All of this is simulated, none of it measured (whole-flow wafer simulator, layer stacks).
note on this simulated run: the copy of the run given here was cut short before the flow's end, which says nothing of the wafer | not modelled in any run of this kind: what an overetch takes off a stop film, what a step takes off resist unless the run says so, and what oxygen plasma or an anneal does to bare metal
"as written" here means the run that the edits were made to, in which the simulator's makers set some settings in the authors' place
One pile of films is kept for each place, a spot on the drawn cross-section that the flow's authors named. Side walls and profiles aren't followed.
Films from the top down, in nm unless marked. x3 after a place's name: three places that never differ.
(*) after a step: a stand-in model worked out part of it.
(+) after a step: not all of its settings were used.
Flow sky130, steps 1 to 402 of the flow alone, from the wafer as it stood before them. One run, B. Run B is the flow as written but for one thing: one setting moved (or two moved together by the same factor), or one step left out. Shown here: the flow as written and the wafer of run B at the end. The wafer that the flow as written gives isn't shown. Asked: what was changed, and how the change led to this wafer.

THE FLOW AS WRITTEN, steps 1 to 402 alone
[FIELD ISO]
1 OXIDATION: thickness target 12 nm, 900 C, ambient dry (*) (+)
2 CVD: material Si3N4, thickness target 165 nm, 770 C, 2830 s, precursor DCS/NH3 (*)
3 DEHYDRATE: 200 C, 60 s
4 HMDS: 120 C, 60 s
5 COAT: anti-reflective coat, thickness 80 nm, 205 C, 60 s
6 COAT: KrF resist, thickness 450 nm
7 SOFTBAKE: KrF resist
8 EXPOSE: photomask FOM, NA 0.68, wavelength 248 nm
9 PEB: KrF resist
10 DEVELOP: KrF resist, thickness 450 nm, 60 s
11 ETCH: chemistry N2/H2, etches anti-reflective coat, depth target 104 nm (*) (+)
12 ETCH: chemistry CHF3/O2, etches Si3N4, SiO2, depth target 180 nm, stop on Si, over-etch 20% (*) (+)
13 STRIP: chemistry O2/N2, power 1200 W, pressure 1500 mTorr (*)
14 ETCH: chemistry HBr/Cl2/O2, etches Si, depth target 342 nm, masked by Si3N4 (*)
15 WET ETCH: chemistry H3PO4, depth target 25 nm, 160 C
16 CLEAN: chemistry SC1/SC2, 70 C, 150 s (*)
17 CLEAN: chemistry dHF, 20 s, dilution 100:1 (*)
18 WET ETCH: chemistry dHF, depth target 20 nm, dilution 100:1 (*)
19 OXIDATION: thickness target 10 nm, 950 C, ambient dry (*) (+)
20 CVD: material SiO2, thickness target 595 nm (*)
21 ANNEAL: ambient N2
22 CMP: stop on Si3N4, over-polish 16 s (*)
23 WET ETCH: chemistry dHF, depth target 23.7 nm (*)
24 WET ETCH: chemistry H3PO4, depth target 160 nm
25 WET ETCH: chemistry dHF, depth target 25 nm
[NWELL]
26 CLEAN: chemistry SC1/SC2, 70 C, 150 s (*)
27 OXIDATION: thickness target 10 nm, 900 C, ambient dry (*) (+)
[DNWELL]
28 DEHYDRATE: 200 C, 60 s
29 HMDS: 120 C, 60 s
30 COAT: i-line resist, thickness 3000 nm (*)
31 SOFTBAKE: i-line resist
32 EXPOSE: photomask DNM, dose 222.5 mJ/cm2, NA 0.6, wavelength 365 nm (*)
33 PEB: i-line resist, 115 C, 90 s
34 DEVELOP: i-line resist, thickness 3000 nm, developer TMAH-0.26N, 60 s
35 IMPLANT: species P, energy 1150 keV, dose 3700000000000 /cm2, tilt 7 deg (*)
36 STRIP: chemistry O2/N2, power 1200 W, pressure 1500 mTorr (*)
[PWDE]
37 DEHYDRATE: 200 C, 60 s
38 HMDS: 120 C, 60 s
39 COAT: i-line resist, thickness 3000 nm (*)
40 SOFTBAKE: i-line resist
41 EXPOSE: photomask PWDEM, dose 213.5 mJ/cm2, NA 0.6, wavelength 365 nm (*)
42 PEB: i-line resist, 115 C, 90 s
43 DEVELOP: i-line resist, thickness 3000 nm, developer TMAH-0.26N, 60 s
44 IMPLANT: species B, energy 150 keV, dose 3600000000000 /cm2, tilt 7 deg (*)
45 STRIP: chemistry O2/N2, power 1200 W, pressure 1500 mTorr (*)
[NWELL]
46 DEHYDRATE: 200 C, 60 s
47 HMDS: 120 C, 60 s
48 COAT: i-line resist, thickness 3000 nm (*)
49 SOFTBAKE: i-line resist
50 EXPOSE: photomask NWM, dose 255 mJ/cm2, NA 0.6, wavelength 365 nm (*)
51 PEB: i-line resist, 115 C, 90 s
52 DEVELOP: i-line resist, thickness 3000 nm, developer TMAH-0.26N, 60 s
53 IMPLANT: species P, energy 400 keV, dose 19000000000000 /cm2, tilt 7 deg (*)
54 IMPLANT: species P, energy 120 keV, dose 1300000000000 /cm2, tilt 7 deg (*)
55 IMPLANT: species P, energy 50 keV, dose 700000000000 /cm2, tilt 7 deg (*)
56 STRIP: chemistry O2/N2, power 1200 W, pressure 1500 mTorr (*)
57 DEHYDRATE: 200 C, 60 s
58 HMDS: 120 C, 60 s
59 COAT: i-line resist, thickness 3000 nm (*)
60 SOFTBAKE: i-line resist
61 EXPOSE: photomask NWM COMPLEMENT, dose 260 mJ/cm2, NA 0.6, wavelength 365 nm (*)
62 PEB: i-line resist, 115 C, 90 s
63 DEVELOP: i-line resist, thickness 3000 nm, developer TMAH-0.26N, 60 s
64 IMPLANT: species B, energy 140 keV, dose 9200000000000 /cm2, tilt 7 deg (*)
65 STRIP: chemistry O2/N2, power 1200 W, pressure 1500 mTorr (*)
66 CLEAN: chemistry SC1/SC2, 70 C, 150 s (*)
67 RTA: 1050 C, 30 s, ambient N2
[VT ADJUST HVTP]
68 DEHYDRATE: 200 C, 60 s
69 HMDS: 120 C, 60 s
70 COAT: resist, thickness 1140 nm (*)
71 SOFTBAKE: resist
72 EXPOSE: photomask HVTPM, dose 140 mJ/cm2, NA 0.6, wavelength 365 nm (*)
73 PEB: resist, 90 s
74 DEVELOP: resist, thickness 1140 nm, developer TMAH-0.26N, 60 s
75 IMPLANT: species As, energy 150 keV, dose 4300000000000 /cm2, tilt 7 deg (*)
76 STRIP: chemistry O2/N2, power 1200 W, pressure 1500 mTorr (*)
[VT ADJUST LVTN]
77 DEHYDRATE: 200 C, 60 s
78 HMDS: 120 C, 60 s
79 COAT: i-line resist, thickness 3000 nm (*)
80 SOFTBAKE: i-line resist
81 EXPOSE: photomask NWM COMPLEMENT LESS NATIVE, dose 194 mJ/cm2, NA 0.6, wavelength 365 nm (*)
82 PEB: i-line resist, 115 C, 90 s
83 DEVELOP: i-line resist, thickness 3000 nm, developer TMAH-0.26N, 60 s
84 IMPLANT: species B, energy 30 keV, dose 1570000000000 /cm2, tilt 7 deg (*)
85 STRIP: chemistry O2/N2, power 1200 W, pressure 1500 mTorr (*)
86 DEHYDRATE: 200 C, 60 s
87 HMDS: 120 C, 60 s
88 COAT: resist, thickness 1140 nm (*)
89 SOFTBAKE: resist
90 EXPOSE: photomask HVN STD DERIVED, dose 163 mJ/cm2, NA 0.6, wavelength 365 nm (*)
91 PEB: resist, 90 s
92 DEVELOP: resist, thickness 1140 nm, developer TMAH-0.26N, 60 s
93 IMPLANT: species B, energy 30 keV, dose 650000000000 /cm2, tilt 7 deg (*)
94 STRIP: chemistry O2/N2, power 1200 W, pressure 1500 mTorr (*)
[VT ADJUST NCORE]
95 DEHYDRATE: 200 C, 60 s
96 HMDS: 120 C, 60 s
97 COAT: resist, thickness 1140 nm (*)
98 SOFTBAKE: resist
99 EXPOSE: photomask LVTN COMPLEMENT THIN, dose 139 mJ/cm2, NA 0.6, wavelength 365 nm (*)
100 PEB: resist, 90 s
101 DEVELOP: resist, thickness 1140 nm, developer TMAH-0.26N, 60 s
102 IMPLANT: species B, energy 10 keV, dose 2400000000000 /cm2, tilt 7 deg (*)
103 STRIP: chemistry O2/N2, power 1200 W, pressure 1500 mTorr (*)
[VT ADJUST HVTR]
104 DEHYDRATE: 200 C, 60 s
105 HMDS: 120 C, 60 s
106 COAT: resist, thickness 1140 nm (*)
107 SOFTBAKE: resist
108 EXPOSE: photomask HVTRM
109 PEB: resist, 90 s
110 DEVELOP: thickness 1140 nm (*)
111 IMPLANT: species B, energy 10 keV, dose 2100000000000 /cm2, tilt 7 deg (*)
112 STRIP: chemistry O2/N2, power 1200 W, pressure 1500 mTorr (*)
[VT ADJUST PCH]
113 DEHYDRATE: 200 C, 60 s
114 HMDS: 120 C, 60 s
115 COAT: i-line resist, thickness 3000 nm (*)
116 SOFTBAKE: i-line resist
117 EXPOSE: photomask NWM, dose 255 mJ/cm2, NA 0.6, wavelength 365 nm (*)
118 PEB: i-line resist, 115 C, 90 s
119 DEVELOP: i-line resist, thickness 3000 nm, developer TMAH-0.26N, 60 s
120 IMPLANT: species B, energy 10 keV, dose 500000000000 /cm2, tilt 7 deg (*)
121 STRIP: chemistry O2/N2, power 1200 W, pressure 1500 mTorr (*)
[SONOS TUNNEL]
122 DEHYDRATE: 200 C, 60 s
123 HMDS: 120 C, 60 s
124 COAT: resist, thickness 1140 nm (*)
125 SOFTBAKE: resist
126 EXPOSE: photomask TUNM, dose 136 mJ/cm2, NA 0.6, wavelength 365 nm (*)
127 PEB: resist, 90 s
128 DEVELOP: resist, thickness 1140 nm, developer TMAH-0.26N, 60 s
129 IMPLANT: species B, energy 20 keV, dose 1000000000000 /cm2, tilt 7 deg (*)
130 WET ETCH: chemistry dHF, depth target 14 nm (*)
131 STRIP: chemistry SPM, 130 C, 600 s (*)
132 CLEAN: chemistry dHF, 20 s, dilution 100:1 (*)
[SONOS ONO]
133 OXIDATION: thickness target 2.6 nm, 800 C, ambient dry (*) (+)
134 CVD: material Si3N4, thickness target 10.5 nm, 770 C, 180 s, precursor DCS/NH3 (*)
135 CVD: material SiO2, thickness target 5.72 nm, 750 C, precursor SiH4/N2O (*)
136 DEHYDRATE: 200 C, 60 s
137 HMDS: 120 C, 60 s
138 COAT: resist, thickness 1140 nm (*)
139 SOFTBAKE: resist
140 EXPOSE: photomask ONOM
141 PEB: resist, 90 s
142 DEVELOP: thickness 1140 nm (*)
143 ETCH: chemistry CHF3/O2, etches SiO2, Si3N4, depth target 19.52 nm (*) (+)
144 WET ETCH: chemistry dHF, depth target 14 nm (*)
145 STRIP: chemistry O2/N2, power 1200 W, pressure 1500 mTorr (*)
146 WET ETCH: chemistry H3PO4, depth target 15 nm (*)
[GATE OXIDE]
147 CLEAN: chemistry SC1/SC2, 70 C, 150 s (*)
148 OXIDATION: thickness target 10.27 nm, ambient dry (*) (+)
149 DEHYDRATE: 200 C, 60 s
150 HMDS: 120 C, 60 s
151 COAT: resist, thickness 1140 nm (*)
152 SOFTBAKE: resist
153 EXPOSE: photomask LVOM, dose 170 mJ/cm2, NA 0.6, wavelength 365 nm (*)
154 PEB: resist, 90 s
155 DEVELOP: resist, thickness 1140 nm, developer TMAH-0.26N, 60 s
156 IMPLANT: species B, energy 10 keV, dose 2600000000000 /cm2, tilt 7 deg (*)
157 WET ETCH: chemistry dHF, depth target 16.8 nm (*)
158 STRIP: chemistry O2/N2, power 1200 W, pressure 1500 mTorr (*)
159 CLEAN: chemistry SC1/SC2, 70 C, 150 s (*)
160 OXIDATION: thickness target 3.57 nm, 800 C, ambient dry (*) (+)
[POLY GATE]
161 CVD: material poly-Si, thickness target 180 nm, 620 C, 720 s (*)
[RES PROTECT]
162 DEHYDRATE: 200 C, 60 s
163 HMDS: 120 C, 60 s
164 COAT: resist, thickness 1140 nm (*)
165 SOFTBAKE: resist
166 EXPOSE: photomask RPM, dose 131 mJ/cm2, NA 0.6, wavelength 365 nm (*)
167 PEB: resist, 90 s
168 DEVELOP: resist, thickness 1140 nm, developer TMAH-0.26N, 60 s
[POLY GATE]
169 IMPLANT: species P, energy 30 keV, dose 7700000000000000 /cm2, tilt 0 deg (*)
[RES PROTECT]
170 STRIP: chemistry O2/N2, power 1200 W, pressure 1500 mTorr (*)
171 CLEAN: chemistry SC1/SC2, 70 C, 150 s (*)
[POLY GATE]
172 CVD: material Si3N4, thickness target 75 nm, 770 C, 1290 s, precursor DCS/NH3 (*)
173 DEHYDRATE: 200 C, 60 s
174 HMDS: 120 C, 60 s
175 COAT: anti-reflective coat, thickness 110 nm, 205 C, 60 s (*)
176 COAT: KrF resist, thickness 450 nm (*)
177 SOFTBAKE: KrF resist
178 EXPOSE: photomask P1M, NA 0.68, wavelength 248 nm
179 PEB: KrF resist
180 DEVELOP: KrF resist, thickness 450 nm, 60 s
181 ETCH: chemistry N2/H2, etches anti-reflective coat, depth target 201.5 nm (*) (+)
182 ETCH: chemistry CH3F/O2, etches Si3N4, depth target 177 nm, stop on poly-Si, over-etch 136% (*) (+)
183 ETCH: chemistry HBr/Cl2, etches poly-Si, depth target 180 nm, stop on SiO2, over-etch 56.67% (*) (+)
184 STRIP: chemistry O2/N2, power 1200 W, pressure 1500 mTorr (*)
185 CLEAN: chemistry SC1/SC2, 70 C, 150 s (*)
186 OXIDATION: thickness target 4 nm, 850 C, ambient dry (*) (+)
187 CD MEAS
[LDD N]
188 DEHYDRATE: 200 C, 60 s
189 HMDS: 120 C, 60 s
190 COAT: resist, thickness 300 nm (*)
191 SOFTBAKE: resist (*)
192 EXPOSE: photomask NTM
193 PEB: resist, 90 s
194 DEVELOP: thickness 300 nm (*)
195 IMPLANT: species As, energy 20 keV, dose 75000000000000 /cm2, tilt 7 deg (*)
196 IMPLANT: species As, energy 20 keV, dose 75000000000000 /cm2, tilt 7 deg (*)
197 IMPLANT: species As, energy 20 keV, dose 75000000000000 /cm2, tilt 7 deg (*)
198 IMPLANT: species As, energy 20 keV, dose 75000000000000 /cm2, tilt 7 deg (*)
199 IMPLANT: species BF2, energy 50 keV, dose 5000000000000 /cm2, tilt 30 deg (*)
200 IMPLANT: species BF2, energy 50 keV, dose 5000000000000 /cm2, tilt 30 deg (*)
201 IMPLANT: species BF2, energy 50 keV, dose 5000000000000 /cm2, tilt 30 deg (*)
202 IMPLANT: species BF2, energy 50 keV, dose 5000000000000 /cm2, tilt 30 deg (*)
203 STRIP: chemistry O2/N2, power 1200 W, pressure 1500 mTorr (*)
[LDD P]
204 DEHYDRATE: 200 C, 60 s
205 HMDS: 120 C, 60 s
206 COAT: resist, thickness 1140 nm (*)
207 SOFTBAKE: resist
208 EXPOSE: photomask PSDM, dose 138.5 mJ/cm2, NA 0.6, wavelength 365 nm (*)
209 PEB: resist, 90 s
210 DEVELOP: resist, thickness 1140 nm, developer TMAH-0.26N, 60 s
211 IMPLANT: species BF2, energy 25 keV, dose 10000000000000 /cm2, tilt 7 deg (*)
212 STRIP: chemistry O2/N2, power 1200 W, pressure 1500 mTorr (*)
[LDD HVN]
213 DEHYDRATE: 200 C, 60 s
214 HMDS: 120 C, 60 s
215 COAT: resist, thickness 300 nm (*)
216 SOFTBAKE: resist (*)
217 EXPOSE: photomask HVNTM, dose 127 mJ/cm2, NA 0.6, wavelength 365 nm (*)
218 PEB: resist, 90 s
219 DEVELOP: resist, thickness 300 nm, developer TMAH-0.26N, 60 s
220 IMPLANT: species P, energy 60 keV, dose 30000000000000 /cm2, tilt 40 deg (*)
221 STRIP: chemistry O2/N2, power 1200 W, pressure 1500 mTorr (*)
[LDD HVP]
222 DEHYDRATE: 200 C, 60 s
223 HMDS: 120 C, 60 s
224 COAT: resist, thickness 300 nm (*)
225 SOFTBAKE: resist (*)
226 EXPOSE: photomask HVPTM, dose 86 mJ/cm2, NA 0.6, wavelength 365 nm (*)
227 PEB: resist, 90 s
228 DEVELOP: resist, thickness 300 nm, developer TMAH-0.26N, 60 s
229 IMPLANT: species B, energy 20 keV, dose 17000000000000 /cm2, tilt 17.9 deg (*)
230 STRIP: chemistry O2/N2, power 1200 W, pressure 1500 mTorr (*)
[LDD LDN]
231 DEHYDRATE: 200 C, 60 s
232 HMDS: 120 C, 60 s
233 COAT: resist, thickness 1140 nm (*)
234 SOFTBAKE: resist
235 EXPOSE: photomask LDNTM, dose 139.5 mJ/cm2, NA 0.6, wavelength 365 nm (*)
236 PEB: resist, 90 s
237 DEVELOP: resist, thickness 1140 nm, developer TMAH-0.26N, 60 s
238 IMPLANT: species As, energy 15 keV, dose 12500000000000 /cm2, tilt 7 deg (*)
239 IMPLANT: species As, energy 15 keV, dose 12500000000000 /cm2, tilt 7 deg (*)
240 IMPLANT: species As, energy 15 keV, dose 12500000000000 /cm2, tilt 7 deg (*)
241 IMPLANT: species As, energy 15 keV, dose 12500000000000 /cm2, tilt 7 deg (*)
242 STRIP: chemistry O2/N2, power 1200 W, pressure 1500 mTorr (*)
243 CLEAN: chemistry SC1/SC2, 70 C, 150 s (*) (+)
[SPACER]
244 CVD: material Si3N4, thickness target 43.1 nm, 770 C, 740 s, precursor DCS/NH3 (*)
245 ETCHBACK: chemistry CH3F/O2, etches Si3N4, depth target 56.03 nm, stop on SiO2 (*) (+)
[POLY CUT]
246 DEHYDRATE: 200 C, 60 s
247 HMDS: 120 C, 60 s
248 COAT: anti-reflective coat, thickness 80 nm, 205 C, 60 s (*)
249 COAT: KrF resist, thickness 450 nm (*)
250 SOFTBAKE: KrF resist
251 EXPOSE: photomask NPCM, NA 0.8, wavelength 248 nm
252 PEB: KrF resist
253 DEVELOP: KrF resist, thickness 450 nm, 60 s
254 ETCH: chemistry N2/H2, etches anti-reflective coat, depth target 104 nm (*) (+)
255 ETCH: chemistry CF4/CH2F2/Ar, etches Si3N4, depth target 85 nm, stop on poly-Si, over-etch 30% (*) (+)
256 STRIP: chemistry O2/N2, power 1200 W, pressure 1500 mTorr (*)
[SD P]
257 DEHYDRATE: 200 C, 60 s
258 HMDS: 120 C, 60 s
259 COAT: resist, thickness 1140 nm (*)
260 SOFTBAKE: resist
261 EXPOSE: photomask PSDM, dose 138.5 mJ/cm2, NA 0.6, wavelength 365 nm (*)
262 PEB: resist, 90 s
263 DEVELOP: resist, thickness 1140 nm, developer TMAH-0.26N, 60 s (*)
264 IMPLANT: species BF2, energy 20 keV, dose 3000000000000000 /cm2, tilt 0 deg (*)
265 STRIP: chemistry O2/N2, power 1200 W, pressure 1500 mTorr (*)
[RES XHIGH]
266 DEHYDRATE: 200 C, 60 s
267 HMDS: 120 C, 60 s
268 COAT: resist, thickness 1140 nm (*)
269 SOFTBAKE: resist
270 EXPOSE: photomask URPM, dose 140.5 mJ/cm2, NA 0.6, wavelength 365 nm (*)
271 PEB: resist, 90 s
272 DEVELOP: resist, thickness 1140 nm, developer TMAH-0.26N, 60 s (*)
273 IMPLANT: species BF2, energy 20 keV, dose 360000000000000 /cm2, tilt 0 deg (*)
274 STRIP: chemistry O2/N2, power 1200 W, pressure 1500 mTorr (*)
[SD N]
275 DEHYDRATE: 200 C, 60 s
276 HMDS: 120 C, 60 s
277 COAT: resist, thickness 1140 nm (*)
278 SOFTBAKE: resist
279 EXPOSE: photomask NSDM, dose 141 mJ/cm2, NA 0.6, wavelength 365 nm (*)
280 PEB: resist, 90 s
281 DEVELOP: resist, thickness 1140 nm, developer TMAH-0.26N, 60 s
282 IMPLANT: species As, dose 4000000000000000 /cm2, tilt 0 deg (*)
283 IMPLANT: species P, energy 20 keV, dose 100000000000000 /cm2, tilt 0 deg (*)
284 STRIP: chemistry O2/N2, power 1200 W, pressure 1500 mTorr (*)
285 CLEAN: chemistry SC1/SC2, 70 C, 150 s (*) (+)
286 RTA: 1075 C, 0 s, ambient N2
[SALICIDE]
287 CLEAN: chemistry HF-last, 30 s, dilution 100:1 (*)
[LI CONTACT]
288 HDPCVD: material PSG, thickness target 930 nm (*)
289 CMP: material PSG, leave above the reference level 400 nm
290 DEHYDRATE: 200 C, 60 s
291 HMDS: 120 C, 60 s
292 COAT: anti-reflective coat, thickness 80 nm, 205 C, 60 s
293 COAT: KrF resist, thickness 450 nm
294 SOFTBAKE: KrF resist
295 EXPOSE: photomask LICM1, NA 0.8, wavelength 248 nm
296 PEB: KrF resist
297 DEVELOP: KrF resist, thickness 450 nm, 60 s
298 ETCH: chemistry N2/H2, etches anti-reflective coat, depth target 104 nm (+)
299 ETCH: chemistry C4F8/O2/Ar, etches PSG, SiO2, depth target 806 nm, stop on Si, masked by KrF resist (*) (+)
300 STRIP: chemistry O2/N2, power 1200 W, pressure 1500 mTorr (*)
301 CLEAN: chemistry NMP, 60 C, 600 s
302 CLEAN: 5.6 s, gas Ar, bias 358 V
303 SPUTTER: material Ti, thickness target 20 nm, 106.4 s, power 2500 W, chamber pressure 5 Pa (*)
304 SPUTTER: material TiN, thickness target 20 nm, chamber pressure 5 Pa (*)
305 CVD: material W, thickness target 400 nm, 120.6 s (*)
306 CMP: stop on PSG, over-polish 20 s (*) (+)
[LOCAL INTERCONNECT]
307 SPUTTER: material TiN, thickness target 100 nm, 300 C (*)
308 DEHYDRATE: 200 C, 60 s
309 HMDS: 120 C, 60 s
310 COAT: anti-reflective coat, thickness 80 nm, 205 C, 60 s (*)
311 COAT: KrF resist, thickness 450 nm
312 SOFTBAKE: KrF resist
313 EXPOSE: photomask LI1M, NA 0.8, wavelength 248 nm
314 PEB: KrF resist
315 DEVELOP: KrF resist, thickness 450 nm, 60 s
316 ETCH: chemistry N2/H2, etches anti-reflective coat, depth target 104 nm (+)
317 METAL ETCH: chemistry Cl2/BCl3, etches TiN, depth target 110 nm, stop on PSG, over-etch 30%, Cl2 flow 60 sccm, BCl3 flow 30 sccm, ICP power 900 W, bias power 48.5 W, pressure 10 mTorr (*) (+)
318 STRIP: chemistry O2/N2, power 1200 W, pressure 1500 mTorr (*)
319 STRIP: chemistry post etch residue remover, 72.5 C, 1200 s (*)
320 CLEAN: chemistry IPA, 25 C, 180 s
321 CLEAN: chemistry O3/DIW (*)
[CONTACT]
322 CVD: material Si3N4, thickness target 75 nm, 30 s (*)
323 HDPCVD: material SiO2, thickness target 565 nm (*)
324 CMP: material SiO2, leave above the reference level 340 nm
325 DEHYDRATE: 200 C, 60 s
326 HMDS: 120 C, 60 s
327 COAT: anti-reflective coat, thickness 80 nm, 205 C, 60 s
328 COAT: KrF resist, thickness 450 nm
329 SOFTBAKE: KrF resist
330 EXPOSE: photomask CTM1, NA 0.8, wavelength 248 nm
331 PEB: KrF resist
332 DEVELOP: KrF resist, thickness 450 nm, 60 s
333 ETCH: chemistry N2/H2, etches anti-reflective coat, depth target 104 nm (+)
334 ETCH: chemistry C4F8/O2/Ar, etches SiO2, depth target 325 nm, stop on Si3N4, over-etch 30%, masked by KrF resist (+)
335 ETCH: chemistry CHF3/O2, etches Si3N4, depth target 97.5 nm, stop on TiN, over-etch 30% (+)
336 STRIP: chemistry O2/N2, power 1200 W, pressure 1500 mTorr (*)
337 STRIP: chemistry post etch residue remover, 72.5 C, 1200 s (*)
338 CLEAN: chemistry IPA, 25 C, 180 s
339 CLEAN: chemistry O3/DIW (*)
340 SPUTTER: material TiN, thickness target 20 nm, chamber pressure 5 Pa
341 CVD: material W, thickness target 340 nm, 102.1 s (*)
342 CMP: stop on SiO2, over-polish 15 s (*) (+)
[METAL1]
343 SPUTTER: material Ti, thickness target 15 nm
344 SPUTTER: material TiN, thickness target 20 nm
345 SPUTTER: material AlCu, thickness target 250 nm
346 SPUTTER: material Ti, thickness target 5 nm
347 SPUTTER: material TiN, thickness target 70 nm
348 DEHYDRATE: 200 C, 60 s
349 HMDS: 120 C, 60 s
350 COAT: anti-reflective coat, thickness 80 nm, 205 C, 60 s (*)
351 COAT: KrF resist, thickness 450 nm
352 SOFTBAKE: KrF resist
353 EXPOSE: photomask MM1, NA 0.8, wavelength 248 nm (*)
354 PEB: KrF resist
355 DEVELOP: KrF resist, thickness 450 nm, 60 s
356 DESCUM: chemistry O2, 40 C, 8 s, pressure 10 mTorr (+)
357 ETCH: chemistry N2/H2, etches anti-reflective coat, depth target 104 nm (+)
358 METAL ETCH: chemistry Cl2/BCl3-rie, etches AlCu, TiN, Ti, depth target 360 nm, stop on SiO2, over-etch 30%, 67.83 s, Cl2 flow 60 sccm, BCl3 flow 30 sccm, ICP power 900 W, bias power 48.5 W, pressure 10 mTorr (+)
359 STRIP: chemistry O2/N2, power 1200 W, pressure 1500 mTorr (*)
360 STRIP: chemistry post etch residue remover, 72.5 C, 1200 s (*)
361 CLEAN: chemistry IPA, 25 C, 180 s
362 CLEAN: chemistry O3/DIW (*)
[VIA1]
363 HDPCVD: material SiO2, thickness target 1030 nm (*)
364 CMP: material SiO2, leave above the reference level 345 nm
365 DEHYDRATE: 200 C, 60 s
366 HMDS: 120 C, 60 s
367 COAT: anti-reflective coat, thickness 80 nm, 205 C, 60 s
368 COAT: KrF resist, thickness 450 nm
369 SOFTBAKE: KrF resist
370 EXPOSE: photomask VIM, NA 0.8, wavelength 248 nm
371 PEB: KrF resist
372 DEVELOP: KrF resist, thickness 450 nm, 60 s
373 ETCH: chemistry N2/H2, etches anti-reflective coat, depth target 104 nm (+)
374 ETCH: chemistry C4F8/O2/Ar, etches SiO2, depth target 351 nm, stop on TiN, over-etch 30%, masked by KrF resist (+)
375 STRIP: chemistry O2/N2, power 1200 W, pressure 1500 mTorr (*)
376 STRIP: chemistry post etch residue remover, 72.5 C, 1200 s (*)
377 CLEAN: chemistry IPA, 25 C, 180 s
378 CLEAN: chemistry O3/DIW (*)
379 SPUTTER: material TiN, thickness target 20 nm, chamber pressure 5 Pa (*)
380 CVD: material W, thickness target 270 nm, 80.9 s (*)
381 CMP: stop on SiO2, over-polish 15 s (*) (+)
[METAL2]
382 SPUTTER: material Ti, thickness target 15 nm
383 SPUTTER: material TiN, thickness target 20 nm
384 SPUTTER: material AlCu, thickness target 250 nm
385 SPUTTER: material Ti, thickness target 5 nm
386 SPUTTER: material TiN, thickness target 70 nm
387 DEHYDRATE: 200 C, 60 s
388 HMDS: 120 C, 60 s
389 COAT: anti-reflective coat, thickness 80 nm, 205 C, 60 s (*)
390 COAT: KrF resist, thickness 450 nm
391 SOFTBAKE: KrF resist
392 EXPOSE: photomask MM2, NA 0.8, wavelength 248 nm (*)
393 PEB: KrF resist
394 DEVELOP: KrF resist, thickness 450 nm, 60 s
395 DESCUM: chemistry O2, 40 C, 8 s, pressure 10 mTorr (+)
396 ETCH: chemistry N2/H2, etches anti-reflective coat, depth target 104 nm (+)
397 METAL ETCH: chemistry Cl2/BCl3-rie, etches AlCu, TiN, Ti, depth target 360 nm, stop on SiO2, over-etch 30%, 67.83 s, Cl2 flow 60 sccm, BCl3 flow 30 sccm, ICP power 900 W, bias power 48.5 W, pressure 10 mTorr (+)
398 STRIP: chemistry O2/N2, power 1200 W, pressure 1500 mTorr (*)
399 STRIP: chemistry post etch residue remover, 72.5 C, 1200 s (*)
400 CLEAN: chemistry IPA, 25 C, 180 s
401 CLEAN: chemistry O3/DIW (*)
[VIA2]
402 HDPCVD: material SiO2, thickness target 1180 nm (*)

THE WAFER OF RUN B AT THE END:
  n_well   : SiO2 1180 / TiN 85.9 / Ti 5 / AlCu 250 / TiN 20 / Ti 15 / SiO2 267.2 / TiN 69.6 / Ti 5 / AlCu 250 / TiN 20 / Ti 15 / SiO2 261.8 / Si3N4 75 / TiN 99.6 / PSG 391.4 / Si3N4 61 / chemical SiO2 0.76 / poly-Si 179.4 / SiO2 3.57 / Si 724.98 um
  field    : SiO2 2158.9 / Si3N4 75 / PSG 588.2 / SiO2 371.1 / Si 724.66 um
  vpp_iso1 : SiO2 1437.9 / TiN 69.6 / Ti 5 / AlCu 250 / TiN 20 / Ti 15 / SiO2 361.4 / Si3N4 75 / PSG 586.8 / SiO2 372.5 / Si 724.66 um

The cause: step 386, SPUTTER: thickness target 86.3 nm was run, where the flow has thickness target 70 nm.

How the change led to this, step by step:
  386 SPUTTER: material TiN, thickness target 70 nm
      field, active, n_well and 188 more: TiN +86.3 (new film) (as written it would be: TiN +70 (new film))
  397 METAL ETCH: chemistry Cl2/BCl3-rie, etches AlCu, TiN, Ti, depth target 360 nm, stop on SiO2, over-etch 30%, 67.83 s, Cl2 flow 60 sccm, BCl3 flow 30 sccm, ICP power 900 W, bias power 48.5 W, pressure 10 mTorr (+)
      field, active, gate and 82 more: TiN -85 (all of it), Ti -5 (all of it), AlCu -250 (all of it), TiN -20 (all of it), Ti -15 (all of it), SiO2 -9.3 (as written it would be: TiN -68.7 (all of it), Ti -5 (all of it), AlCu -250 (all of it), TiN -20 (all of it), Ti -15 (all of it), SiO2 -10.9)
